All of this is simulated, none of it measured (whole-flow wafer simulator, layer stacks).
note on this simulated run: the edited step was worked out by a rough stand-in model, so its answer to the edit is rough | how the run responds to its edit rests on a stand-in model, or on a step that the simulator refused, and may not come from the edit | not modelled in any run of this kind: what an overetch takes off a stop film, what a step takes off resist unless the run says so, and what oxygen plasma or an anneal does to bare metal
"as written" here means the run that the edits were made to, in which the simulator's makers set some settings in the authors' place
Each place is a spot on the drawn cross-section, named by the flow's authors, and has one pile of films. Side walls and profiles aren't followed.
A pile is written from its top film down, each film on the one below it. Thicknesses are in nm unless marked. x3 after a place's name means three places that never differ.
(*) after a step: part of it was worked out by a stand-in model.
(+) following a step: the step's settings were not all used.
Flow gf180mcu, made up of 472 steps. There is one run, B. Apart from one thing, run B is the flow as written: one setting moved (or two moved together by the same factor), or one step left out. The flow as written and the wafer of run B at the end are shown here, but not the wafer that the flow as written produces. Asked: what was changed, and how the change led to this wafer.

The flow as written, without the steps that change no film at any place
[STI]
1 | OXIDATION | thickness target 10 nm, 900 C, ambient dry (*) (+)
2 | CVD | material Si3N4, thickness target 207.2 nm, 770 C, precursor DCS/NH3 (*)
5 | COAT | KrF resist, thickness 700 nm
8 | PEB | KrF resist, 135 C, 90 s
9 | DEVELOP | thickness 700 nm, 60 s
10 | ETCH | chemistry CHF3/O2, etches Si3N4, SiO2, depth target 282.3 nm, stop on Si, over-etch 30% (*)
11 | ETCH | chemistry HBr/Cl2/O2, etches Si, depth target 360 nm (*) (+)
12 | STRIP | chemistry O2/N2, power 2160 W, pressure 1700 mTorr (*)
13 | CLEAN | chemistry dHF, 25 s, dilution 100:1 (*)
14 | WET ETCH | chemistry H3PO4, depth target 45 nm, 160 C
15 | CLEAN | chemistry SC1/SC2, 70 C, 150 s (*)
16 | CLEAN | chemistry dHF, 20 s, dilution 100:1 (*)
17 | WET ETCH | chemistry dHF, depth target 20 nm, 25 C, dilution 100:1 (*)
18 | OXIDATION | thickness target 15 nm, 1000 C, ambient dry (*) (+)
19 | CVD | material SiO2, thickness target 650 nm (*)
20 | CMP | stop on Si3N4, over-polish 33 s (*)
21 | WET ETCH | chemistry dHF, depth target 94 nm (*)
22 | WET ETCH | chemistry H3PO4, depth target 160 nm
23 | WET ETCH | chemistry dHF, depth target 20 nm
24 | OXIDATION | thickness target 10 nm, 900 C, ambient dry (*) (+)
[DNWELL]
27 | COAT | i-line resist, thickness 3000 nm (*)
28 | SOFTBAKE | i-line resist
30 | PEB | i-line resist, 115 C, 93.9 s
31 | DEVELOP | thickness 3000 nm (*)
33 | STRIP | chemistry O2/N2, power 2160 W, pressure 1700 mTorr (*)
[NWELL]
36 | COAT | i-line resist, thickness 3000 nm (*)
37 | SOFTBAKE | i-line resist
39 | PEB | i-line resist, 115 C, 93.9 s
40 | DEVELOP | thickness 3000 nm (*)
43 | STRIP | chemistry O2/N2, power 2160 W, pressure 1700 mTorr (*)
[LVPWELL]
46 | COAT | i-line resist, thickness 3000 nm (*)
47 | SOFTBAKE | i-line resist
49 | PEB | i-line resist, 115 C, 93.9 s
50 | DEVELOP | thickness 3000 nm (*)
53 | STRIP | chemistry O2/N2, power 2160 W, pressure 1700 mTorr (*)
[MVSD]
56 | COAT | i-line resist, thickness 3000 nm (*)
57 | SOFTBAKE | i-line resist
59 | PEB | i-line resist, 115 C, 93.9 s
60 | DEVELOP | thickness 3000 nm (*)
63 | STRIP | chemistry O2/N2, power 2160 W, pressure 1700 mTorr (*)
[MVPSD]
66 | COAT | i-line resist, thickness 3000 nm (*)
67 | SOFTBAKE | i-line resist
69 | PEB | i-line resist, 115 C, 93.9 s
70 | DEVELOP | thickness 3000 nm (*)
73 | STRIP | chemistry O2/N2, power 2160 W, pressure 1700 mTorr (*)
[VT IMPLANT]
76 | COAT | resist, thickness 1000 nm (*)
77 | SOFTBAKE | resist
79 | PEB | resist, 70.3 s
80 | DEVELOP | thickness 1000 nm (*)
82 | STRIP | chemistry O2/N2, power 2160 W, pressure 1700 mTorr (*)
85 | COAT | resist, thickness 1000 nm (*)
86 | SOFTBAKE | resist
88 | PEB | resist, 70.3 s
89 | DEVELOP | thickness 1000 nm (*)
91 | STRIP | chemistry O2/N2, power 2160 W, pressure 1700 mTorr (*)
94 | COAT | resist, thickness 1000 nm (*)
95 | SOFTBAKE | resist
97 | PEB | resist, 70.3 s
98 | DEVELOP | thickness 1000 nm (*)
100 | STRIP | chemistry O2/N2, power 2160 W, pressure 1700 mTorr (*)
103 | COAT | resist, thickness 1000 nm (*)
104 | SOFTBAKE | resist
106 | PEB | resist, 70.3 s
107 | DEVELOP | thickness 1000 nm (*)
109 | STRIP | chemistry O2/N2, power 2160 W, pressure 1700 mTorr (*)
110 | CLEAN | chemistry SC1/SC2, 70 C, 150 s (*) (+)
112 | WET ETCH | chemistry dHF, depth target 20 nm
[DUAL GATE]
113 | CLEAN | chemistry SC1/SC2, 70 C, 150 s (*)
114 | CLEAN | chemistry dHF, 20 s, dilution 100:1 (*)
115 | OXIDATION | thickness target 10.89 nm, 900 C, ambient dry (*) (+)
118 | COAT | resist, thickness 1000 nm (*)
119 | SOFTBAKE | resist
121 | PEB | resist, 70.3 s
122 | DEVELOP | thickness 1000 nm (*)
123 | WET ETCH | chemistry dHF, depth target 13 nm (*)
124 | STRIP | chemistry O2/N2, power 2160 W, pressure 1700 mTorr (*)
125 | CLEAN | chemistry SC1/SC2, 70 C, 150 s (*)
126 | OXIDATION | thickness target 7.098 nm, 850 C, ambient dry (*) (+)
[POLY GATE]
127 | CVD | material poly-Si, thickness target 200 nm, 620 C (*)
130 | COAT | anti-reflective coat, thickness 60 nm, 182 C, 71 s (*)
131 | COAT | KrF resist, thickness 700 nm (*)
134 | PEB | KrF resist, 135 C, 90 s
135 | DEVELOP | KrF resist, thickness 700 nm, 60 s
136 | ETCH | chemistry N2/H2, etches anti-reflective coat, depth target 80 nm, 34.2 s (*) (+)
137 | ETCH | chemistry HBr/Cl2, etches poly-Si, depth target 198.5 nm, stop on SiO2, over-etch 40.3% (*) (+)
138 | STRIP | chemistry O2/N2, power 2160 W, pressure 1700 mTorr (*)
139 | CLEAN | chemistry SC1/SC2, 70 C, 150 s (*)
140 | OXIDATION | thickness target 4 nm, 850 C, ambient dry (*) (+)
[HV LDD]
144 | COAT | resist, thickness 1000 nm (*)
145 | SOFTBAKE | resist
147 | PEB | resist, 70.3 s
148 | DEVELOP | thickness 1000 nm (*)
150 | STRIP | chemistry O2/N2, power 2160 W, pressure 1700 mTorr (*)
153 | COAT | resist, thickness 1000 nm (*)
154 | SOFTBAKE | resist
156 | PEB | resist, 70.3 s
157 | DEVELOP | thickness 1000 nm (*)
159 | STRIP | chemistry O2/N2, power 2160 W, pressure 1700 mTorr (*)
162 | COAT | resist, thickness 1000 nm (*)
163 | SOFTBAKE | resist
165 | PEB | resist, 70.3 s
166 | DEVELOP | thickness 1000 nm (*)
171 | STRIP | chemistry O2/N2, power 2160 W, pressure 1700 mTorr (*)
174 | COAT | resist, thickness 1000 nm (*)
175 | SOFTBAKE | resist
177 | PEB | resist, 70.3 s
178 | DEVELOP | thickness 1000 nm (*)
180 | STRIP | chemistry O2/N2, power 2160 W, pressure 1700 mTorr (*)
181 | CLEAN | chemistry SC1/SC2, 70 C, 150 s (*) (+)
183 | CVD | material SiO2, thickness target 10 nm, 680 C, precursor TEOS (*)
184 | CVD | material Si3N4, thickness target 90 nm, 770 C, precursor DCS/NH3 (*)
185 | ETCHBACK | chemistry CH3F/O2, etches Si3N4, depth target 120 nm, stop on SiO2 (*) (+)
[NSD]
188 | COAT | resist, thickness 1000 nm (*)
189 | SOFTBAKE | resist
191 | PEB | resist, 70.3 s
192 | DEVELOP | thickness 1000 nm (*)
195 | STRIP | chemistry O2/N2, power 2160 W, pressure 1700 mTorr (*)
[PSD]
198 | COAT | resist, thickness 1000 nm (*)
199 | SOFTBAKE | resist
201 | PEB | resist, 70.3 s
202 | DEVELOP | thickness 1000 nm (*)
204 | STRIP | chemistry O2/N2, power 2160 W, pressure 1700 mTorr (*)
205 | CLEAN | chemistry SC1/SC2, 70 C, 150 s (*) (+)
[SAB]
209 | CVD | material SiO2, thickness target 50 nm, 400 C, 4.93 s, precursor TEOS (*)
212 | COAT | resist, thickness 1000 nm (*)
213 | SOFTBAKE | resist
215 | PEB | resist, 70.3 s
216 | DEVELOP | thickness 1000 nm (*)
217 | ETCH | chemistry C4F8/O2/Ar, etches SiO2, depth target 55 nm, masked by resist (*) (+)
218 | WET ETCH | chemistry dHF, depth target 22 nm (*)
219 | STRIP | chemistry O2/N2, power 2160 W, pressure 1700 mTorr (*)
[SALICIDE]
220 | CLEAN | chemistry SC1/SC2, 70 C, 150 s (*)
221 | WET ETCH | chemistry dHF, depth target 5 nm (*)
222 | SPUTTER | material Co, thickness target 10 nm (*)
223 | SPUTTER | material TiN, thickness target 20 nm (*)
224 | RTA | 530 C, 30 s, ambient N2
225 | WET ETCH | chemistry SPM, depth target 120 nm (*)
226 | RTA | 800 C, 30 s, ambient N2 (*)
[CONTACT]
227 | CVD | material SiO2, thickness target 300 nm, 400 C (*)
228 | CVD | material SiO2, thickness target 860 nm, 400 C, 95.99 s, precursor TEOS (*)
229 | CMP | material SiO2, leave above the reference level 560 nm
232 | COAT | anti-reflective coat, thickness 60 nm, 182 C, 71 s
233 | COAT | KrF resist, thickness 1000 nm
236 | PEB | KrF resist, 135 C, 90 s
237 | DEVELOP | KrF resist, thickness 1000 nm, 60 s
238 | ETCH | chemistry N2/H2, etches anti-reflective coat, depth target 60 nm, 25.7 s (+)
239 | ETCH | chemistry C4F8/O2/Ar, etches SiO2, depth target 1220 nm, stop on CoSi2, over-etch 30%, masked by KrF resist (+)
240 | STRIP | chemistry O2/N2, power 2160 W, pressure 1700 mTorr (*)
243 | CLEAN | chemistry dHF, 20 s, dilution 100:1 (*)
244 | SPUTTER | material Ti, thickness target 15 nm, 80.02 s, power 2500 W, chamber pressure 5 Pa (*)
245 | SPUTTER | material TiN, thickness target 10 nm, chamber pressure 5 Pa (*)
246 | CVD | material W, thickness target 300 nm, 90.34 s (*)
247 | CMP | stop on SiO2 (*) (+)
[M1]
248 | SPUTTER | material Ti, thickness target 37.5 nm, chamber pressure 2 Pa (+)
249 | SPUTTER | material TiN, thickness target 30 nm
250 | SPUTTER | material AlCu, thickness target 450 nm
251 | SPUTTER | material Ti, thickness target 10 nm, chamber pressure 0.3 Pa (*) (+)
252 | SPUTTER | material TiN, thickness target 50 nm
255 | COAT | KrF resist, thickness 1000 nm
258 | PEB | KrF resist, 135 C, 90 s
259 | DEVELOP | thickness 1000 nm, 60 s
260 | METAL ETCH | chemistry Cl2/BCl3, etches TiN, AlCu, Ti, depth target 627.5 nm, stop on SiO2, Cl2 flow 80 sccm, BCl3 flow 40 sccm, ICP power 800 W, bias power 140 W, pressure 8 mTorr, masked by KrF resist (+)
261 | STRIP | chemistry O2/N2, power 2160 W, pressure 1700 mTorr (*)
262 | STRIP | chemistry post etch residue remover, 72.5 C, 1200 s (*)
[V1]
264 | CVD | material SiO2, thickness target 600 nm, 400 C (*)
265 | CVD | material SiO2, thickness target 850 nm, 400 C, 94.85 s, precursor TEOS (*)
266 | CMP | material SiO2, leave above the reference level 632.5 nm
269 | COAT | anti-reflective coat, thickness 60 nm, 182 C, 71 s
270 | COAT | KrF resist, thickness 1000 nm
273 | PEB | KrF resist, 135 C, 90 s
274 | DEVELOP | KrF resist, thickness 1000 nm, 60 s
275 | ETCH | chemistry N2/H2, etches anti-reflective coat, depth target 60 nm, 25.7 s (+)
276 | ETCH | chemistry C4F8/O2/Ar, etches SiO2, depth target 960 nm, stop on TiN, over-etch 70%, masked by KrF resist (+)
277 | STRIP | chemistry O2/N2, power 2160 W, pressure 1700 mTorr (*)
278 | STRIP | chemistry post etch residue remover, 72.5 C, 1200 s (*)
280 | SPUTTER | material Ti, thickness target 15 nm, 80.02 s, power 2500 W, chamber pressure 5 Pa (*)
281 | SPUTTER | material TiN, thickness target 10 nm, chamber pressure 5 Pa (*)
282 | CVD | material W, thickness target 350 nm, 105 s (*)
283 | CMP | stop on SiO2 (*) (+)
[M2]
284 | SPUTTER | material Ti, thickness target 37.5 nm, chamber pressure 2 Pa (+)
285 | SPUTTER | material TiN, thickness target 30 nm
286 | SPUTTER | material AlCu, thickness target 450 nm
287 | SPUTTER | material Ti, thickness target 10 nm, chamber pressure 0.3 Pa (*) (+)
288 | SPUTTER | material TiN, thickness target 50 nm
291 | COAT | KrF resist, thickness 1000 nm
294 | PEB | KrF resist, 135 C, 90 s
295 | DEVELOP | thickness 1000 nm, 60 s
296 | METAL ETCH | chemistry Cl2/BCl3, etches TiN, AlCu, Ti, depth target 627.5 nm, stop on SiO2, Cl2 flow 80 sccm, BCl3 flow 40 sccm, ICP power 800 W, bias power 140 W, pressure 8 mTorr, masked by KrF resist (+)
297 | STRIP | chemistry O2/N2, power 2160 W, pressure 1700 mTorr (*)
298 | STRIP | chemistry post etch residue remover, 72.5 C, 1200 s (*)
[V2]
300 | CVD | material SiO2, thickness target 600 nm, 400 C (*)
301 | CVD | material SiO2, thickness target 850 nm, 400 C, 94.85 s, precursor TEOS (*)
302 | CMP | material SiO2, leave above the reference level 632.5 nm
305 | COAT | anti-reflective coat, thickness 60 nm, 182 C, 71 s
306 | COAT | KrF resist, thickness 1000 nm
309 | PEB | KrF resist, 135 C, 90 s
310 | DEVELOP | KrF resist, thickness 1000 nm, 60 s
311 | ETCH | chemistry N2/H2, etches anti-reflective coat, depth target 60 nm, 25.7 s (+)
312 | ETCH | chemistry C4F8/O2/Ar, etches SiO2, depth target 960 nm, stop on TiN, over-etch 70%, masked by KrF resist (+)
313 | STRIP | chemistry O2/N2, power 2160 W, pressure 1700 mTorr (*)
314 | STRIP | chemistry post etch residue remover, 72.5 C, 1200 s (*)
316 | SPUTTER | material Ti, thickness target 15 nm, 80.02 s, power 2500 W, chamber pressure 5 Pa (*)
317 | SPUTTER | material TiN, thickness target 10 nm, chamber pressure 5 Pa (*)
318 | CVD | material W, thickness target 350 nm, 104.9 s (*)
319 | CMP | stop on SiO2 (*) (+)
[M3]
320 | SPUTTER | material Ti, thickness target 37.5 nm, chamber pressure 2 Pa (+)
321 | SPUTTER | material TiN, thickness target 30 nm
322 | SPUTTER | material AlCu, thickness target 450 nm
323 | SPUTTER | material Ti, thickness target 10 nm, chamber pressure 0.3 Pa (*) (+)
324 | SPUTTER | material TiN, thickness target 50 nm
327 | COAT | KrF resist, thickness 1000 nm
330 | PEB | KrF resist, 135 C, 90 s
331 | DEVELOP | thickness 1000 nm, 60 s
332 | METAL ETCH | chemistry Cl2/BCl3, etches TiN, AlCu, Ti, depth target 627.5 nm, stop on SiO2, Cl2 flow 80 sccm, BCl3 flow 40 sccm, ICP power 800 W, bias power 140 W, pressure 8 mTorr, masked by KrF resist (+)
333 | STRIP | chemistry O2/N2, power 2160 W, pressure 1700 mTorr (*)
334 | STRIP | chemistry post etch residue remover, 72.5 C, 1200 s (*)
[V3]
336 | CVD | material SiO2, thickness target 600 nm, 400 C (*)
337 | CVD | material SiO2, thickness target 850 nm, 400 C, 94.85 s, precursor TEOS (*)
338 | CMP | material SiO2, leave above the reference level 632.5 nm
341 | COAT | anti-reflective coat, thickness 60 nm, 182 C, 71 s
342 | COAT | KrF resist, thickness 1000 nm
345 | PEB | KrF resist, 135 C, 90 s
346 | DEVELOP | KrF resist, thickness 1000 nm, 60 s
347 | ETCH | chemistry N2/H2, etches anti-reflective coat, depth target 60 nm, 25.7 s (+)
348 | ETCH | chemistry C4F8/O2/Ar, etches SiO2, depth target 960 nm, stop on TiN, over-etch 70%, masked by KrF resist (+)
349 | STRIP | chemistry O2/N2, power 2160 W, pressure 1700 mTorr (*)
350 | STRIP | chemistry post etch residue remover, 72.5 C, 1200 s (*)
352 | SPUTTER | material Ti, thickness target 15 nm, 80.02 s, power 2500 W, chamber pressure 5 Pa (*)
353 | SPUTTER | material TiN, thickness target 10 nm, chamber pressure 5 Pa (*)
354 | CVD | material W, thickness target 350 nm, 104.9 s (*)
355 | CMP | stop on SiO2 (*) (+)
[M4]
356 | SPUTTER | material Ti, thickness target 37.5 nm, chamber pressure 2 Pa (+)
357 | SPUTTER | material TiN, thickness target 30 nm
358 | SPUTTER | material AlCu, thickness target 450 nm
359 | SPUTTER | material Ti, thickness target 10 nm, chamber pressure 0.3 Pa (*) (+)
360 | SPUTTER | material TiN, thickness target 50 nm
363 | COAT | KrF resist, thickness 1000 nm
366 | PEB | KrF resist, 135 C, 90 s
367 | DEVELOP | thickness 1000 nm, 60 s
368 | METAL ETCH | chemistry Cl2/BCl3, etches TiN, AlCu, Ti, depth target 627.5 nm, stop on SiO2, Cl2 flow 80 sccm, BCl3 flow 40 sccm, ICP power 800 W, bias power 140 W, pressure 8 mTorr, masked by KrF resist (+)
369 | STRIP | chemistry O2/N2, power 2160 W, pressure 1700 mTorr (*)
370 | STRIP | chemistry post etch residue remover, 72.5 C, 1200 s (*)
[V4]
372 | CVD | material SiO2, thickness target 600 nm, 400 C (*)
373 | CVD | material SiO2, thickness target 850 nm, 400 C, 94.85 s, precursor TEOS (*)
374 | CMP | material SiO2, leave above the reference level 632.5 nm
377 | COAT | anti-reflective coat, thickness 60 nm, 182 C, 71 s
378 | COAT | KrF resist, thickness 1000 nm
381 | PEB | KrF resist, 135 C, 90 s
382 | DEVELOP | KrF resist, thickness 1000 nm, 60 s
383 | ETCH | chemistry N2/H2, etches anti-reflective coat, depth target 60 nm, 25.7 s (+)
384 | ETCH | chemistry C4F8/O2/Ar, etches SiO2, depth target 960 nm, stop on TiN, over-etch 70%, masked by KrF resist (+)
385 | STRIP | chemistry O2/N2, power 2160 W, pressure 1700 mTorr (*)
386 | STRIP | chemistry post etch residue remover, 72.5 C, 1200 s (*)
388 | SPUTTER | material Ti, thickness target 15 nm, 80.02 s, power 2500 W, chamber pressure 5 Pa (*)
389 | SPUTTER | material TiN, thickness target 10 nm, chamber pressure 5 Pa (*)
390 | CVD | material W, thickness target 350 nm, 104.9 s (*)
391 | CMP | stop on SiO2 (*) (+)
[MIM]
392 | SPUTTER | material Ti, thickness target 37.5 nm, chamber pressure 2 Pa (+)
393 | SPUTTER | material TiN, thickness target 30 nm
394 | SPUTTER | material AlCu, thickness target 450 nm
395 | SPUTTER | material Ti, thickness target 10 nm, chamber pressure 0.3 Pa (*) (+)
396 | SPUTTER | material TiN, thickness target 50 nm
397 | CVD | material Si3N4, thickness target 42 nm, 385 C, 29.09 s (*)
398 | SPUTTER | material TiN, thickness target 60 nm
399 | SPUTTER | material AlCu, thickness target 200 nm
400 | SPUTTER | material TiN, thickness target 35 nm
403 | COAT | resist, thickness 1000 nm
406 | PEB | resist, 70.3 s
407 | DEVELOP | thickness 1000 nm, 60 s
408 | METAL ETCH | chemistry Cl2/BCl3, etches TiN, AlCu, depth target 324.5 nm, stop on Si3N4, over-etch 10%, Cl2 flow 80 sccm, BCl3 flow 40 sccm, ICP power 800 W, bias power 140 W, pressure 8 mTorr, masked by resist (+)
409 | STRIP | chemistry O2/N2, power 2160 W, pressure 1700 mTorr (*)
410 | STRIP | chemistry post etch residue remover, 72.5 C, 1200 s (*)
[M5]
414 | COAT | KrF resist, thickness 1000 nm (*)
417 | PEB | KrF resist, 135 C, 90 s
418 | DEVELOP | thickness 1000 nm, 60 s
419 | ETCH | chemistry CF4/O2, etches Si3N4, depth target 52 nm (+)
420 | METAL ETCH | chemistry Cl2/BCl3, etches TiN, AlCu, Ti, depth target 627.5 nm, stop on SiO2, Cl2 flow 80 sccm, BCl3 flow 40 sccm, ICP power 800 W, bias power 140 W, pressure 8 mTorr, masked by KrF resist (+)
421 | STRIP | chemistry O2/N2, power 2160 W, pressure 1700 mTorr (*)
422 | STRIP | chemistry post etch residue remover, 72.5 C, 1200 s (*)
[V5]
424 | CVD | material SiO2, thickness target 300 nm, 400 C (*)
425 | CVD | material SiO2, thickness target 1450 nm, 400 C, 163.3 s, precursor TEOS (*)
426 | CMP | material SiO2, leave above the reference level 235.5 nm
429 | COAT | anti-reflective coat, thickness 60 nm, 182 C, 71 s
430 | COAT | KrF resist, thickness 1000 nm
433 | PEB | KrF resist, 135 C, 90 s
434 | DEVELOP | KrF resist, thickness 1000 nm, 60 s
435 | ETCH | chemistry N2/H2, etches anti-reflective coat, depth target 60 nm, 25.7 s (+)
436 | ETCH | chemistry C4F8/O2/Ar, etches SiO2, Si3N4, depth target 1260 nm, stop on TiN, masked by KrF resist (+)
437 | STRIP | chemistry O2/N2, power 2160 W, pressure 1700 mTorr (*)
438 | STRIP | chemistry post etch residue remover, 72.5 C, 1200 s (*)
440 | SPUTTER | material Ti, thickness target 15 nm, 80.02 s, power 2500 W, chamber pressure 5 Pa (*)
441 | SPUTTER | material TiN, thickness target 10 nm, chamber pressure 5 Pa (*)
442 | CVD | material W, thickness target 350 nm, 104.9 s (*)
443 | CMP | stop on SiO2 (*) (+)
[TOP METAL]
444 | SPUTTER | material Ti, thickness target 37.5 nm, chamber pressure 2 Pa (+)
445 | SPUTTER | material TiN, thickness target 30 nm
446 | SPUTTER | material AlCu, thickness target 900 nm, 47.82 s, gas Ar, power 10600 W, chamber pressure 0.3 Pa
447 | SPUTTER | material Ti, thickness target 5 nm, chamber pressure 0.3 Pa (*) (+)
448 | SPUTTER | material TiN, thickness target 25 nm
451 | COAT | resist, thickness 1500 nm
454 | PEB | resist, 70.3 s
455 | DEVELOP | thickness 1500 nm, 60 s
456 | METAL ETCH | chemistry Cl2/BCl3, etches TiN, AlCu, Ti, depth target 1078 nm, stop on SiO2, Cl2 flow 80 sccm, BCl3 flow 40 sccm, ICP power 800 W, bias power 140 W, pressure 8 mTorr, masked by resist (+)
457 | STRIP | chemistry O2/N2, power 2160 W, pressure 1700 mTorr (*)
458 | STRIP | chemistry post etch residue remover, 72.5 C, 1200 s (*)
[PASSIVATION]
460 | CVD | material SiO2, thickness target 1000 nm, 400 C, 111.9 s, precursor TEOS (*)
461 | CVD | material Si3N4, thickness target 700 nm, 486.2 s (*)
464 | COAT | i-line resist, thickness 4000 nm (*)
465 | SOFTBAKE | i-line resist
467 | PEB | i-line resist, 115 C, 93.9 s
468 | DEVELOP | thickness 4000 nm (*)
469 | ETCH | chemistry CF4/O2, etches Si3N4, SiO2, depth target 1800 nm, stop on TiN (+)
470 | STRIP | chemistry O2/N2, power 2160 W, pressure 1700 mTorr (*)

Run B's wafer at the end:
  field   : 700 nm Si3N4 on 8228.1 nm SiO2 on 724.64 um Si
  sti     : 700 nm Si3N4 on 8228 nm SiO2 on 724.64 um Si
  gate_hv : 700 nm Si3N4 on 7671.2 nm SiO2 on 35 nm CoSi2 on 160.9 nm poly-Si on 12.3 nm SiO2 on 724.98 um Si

The reason: step 126, OXIDATION: thickness target 4.791 nm was run, whereas the flow has thickness target 7.098 nm.

How this came from the change, step by step:
  126 | OXIDATION | thickness target 7.098 nm, 850 C, ambient dry (*) (+)
      gate_hv, active_hv, active_nat and 25 more: SiO2 gains 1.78, Si loses 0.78 (as written it would have been: SiO2 gains 3.72, Si loses 1.64)
      active, n_well, p_well and 12 more: SiO2 gains 4.79 (new film), chemical SiO2 loses 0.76 (all of it), Si loses 1.78 (as written it would have been: SiO2 gains 7.1 (new film), chemical SiO2 loses 0.76 (all of it), Si loses 2.79)
  189 | SOFTBAKE | resist
      field__w9: resist loses 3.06 (as written it would have been: resist gains 6.92)
      active_hv: resist loses 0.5 (as written it would have been: resist gains 2.68)
      (also at 1 further place)
  199 | SOFTBAKE | resist
      field__w9: resist loses 3.06 (as written it would have been: resist gains 6.92)
      active_hv: resist loses 0.5 (as written it would have been: resist gains 2.68)
      (also at 1 further place)
  218 | WET ETCH | chemistry dHF, depth target 22 nm (*)
      active, p_well, sd_n, iso_ptap_pw, iso_ntap_nw, iso_ptap_sub, vpnp_e: SiO2 loses 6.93 (all of it) (as written it would have been: SiO2 loses 9.01 (all of it))
      ldn_tap, ldn_src, ldn_drn, ldp_tap, ldp_src, ldp_drn, ldp_gr: SiO2 loses 14.1 (all of it) (as written it would have been: SiO2 loses 16 (all of it))
      (also at 9 further places)
  223 | SPUTTER | material TiN, thickness target 20 nm (*)
      field__w12: TiN gains 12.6 (new film) (as written it would have been: TiN gains 12 (new film))
  225 | WET ETCH | chemistry SPM, depth target 120 nm (*)
      field__w12: TiN loses 12.6 (all of it), Co loses 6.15 (all of it) (as written it would have been: TiN loses 12 (all of it), Co loses 6.15 (all of it))
